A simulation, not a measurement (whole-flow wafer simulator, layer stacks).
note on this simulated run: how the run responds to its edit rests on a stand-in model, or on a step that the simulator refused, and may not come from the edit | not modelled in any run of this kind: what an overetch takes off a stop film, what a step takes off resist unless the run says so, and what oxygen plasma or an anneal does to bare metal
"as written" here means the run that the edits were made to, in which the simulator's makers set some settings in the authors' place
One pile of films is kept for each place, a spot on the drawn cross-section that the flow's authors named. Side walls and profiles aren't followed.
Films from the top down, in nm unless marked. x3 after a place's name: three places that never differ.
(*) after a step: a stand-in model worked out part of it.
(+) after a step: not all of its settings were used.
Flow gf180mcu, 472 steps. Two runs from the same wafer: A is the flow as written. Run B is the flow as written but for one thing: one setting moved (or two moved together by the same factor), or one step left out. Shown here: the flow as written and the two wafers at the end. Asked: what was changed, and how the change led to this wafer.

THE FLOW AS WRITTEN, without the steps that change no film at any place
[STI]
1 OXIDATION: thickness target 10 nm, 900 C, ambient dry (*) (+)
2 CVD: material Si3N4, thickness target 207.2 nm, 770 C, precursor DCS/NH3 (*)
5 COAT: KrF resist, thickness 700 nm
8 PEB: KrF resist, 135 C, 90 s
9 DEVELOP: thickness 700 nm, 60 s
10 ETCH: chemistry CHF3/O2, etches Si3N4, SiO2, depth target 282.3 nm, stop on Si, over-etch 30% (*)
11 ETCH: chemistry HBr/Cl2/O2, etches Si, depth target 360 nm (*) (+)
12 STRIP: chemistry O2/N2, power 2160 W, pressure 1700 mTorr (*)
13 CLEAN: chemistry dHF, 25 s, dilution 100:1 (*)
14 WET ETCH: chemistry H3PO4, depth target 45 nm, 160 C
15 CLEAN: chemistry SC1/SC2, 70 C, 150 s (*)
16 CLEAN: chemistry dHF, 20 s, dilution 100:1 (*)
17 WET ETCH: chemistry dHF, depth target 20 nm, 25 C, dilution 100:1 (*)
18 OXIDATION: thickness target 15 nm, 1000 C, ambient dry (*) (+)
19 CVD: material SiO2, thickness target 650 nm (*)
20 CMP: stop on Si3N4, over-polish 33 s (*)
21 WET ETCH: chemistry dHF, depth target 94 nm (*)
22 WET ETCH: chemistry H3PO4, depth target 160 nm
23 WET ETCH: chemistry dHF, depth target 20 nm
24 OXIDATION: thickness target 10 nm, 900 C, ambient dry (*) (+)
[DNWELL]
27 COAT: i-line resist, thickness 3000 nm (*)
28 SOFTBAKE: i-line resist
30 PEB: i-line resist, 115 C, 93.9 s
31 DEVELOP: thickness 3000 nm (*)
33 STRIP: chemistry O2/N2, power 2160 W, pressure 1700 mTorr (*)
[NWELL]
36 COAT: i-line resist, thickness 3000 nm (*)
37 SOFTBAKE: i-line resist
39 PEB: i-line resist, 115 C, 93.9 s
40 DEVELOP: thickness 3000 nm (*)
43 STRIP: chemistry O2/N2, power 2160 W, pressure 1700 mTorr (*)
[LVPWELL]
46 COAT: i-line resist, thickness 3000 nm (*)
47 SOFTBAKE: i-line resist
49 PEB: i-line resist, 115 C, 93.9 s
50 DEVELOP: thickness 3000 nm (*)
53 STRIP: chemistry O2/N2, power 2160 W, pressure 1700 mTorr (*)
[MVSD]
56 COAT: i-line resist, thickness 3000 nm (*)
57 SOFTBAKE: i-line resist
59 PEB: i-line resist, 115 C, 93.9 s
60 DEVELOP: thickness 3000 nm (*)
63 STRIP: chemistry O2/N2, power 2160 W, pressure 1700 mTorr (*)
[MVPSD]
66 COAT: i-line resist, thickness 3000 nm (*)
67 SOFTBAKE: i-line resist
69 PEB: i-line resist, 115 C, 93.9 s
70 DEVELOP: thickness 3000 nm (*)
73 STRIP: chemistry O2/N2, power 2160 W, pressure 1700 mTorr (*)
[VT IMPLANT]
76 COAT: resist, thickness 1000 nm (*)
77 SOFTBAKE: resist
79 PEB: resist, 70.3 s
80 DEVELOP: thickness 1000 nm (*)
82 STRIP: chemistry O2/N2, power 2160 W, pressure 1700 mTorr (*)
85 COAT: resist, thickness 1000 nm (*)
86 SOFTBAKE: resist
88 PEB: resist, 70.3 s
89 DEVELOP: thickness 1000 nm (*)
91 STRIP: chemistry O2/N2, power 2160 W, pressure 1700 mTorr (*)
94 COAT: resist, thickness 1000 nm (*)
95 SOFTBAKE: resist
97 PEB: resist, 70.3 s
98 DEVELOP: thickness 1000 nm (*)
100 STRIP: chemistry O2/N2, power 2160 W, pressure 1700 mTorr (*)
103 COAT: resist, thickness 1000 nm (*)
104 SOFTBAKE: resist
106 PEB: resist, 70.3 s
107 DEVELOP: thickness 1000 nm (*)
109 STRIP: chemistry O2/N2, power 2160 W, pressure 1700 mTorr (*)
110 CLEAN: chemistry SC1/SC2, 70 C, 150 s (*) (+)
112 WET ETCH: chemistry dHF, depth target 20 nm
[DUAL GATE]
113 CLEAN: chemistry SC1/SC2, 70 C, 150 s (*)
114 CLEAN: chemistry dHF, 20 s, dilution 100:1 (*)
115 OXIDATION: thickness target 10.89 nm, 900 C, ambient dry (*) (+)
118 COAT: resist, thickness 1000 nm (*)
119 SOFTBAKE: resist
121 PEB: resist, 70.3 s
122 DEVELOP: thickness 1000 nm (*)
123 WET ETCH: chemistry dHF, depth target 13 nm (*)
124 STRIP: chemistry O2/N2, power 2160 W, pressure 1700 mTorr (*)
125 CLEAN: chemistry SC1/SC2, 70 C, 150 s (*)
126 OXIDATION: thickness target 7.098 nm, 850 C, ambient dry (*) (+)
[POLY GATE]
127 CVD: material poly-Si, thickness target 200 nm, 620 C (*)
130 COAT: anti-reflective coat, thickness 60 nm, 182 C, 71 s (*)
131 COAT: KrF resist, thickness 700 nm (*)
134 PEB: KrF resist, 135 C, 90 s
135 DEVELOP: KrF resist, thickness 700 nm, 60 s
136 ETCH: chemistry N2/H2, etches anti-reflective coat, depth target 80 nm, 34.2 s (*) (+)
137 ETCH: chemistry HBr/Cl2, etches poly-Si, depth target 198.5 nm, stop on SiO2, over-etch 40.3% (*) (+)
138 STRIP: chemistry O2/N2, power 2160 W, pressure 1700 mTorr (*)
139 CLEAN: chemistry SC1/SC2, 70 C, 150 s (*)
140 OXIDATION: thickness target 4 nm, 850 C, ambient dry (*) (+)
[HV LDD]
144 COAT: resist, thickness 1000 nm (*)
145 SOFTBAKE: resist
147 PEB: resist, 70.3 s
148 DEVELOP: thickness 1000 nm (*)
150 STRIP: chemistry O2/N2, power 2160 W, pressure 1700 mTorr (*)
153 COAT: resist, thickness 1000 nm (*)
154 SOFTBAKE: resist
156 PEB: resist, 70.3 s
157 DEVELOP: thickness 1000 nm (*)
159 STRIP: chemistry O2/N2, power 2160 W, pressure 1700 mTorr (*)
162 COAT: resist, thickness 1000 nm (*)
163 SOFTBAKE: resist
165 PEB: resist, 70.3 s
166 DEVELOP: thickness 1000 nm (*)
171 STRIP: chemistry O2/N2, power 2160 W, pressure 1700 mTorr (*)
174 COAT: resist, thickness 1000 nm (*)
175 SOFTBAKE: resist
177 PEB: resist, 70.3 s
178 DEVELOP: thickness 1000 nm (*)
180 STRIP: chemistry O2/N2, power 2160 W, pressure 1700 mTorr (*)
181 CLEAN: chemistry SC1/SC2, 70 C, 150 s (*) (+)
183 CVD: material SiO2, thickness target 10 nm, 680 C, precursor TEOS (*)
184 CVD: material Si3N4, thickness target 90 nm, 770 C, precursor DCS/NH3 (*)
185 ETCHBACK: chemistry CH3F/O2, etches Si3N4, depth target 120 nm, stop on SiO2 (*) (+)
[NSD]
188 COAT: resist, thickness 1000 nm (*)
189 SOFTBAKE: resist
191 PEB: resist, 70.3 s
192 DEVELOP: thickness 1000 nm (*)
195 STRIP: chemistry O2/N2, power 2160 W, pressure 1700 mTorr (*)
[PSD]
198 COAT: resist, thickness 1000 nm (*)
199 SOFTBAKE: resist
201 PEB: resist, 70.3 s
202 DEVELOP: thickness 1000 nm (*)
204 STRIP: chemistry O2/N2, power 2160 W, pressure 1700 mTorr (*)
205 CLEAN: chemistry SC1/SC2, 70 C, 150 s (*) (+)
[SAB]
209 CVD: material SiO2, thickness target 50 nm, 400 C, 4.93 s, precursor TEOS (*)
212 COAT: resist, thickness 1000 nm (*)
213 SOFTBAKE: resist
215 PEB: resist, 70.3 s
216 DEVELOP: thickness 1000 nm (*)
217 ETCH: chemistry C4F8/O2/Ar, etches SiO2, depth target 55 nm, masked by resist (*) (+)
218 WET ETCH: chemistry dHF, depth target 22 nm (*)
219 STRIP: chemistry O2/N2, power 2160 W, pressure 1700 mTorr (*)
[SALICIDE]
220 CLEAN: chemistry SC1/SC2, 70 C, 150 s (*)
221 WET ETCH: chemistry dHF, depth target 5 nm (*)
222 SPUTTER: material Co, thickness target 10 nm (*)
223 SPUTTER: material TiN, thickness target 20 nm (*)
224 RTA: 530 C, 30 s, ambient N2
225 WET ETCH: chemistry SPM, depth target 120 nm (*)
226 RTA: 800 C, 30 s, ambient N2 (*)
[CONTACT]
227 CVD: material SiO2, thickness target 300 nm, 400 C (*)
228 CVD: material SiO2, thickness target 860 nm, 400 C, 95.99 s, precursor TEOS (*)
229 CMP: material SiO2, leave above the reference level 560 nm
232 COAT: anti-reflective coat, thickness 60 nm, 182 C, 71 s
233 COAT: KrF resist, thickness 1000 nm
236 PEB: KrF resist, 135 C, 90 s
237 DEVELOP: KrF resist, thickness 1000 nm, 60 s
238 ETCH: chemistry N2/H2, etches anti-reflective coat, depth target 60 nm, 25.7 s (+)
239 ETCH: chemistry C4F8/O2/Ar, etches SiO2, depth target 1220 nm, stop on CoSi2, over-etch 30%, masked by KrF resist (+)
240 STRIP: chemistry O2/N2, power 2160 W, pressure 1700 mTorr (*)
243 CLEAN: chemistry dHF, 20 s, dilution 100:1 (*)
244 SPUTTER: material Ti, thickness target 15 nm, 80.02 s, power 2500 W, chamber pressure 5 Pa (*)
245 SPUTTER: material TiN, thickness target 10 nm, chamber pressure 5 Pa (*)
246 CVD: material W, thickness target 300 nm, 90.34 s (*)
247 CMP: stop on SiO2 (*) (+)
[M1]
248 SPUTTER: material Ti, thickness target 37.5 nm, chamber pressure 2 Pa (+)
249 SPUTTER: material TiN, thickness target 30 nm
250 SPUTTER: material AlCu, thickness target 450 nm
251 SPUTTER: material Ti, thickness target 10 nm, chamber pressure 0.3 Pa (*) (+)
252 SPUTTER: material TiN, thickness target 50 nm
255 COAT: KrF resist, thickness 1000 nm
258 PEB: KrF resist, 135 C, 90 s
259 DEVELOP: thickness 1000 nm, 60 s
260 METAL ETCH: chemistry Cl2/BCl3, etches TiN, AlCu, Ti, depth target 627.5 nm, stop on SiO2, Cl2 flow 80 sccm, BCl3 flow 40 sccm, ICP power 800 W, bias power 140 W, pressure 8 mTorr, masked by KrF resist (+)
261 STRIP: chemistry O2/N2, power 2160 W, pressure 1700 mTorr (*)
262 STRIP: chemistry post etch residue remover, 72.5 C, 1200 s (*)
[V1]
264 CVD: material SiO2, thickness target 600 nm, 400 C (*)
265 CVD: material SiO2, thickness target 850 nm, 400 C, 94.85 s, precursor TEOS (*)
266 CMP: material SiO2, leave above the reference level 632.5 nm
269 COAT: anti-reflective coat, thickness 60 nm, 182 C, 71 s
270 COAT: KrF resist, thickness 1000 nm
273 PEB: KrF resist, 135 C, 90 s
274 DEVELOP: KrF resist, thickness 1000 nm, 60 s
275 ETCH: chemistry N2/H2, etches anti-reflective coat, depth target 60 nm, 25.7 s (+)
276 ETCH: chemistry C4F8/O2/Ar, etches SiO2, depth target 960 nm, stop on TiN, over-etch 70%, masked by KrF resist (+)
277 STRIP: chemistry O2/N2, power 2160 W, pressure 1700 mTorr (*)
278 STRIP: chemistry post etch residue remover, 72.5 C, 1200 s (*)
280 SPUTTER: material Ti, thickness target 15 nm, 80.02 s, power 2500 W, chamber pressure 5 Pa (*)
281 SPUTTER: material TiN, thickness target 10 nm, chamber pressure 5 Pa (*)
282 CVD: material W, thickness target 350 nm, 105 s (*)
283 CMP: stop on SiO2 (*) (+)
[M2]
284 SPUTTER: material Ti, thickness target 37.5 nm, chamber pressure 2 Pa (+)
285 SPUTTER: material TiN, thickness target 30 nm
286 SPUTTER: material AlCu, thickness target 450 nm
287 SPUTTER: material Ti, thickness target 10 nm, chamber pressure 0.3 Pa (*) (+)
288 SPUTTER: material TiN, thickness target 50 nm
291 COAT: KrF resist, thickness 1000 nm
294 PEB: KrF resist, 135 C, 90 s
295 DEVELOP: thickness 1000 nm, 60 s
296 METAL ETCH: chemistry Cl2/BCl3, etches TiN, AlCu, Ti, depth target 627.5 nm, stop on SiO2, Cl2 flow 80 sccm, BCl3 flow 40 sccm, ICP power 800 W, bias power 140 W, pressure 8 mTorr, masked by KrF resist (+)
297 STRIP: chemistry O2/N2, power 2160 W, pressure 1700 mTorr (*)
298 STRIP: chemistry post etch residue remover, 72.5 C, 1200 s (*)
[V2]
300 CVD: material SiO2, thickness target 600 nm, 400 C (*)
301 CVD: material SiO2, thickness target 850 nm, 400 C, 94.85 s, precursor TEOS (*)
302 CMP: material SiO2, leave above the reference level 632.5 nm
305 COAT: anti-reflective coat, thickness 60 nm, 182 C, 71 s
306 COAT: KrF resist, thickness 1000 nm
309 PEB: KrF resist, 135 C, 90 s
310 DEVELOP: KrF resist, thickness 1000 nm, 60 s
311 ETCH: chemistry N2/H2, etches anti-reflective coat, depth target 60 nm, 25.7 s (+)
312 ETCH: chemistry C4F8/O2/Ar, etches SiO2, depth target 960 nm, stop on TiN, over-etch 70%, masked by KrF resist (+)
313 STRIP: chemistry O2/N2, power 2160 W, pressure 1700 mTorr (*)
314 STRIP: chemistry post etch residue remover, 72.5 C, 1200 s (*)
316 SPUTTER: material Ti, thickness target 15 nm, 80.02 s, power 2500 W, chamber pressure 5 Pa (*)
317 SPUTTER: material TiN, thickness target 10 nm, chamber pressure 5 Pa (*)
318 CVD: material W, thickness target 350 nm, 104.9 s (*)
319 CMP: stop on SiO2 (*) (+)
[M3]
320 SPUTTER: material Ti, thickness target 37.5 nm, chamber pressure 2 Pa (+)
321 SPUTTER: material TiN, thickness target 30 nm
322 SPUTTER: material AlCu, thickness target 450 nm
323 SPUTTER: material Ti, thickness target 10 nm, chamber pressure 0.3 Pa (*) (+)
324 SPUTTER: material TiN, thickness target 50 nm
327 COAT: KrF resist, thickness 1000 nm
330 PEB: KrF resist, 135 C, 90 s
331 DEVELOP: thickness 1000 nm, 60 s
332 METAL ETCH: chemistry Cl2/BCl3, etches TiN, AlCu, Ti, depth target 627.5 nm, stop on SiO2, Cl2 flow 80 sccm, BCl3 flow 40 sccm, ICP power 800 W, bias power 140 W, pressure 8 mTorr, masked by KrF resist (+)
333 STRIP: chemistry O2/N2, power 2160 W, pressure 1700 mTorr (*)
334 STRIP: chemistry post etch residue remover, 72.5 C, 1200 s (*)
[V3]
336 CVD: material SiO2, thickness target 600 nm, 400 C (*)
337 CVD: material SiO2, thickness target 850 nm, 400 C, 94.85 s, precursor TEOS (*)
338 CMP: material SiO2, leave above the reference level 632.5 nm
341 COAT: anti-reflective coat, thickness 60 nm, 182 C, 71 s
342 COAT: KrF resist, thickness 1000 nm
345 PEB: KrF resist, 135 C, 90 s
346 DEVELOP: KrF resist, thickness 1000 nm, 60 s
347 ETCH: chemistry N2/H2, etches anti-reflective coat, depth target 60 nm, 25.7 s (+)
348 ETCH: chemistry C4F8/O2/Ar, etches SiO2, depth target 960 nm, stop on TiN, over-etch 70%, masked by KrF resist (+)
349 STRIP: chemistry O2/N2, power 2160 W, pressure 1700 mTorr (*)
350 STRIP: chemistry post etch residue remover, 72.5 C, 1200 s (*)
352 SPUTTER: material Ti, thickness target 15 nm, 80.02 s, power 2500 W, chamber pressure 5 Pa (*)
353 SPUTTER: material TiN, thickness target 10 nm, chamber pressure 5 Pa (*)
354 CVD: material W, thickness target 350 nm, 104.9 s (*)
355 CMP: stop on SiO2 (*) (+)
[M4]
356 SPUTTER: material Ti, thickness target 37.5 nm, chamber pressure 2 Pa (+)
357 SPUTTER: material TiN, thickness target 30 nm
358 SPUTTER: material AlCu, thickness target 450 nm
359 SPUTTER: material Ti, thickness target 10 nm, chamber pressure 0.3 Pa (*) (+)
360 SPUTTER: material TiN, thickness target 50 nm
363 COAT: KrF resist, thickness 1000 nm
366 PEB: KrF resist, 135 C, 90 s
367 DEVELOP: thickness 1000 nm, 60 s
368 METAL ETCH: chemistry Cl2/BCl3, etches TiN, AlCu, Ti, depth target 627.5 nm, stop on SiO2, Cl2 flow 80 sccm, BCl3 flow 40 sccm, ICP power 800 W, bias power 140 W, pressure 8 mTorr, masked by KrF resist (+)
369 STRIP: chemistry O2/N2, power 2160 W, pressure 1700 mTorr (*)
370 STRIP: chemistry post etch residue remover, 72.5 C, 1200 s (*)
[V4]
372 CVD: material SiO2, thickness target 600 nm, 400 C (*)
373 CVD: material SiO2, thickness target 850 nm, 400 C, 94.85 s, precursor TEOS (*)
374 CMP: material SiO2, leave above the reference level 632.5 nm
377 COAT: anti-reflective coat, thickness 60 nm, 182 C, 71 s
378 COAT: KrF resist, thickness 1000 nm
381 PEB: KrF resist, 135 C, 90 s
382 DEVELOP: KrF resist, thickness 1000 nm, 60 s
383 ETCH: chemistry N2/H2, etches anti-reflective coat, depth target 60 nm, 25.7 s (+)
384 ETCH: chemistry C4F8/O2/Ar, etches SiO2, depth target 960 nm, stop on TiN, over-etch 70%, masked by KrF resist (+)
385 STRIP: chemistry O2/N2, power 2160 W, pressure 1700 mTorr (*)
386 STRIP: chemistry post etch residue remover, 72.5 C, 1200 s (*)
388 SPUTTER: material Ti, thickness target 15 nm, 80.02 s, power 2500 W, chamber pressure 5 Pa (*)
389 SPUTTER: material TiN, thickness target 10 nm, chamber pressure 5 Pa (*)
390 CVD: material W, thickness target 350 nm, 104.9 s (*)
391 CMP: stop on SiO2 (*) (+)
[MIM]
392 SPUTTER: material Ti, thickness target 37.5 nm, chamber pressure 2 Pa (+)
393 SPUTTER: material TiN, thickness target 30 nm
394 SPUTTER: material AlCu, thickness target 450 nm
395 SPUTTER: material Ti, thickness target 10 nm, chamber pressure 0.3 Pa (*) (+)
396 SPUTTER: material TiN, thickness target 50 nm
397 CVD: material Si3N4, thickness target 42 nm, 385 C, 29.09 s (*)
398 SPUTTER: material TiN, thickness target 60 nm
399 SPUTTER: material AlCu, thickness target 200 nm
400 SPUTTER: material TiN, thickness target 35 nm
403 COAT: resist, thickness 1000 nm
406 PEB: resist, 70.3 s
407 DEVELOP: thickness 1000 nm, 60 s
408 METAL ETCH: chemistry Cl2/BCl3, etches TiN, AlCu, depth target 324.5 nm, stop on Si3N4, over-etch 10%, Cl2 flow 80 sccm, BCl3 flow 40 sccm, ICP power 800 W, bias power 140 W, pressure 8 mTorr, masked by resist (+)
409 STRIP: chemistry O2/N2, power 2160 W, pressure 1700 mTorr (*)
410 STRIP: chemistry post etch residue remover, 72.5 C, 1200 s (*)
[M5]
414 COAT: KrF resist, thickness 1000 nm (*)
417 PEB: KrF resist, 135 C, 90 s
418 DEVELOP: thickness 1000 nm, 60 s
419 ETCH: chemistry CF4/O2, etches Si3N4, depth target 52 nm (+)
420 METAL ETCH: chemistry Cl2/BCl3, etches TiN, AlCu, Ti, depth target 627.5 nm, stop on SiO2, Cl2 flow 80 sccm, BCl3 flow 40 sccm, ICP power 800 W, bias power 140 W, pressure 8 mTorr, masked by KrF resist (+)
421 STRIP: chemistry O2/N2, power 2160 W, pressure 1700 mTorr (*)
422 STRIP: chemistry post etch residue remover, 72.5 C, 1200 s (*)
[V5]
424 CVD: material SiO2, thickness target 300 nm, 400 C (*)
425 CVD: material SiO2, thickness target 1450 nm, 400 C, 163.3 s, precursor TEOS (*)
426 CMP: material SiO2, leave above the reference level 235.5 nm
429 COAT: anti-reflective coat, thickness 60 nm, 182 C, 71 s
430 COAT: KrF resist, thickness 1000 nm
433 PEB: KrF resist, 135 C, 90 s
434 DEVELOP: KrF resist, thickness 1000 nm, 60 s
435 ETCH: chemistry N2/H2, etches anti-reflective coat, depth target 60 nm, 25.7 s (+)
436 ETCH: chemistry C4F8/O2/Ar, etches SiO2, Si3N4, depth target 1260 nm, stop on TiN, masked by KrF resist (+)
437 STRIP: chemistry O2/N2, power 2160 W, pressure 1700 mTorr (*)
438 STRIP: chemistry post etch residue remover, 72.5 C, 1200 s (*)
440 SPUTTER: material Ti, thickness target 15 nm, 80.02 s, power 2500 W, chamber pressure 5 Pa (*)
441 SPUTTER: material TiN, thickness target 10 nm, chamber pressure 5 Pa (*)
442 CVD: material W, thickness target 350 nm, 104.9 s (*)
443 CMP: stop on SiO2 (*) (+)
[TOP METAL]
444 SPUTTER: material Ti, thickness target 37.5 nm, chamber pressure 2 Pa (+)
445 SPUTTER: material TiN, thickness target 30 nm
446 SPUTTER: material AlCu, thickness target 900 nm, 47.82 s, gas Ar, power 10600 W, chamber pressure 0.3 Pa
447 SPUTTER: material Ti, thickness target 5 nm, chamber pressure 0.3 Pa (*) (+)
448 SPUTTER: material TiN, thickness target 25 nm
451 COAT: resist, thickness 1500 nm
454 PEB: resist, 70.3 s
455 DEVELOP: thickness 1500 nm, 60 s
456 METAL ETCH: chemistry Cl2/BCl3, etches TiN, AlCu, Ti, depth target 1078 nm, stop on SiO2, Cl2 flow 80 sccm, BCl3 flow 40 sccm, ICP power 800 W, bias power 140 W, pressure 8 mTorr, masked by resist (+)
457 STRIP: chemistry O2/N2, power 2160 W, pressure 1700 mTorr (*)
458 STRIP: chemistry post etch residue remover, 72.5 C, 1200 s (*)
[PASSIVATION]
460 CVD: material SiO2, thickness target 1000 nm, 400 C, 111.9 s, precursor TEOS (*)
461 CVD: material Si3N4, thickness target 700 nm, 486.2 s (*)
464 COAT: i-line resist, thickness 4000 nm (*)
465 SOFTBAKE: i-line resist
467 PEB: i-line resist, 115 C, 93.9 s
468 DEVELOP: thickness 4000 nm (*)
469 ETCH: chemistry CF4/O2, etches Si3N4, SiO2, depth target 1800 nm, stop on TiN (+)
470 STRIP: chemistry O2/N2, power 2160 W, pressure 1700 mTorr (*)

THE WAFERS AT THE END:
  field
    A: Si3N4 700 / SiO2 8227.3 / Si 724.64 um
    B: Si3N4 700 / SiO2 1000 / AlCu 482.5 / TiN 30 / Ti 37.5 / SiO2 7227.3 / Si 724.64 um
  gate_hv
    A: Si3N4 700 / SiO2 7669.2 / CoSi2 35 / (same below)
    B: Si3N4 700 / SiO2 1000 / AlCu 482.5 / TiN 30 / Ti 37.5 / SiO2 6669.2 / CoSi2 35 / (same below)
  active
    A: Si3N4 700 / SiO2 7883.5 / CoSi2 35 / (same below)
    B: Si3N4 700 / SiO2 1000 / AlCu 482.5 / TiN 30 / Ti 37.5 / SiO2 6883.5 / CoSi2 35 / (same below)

The cause: step 456, METAL ETCH: depth target 441.8 nm was run, where the flow has depth target 1078 nm.

How the change led to this, step by step:
  456 METAL ETCH: chemistry Cl2/BCl3, etches TiN, AlCu, Ti, depth target 1078 nm, stop on SiO2, Cl2 flow 80 sccm, BCl3 flow 40 sccm, ICP power 800 W, bias power 140 W, pressure 8 mTorr, masked by resist (+)
      field, field__w1, field__w2 and 103 more: A TiN -25 (all of it), Ti -5 (all of it), AlCu -900 (all of it), TiN -30 (all of it), Ti -37.5 (all of it) | B TiN -25 (all of it), Ti -5 (all of it), AlCu -411.8
      field__w8, contact, m1, m1__w1, pad, m1_nw: A resist -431 | B resist -176.7
  457 STRIP: chemistry O2/N2, power 2160 W, pressure 1700 mTorr (*)
      field__w8, contact, m1, m1__w1, pad, m1_nw: A resist -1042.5 (all of it) | B resist -1296.7 (all of it)
  458 STRIP: chemistry post etch residue remover, 72.5 C, 1200 s (*)
      field, field__w1, field__w2 and 103 more: A nothing | B AlCu -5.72
  460 CVD: material SiO2, thickness target 1000 nm, 400 C, 111.9 s, precursor TEOS (*)
      field, field__w1, field__w2 and 103 more: A SiO2 +1000 | B SiO2 +1000 (new film)
  464 COAT: i-line resist, thickness 4000 nm (*)
      field: A i-line resist +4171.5 (new film) | B i-line resist +4062.1 (new film)
      field__w8: A i-line resist +3093.1 (new film) | B i-line resist +3586.8 (new film)
      (and at 12 more places)
  465 SOFTBAKE: i-line resist
      gate: A i-line resist +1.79 | B i-line resist -1.25
      ld_acc_p, ld_fp_p: A i-line resist +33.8 | B i-line resist +11.4
      (and at 66 more places)
  467 PEB: i-line resist, 115 C, 93.9 s
      field__w8, m1__w1: A i-line resist -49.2 | B i-line resist -59.3
      contact, m1: A i-line resist -49.6 | B i-line resist -59.5
      (and at 2 more places)
  468 DEVELOP: thickness 4000 nm (*)
      pad: A i-line resist -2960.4 (all of it) | B i-line resist -3496.2 (all of it)
  470 STRIP: chemistry O2/N2, power 2160 W, pressure 1700 mTorr (*)
      field__w8, m1__w1: A i-line resist -1775.9 (all of it) | B i-line resist -2303.2 (all of it)
      contact: A i-line resist -1798.3 (all of it) | B i-line resist -2309.9 (all of it)
      (and at 2 more places)
Counting metal films that touch as one body, field has 1 body; the flow as written gives 0 bodies.
Counting metal films that touch as one body, gate_hv has 2 bodies (between them, from the top down: SiO2 6669.2); the flow as written gives 1 body.
Counting metal films that touch as one body, active has 2 bodies (between them, from the top down: SiO2 6883.5); the flow as written gives 1 body.
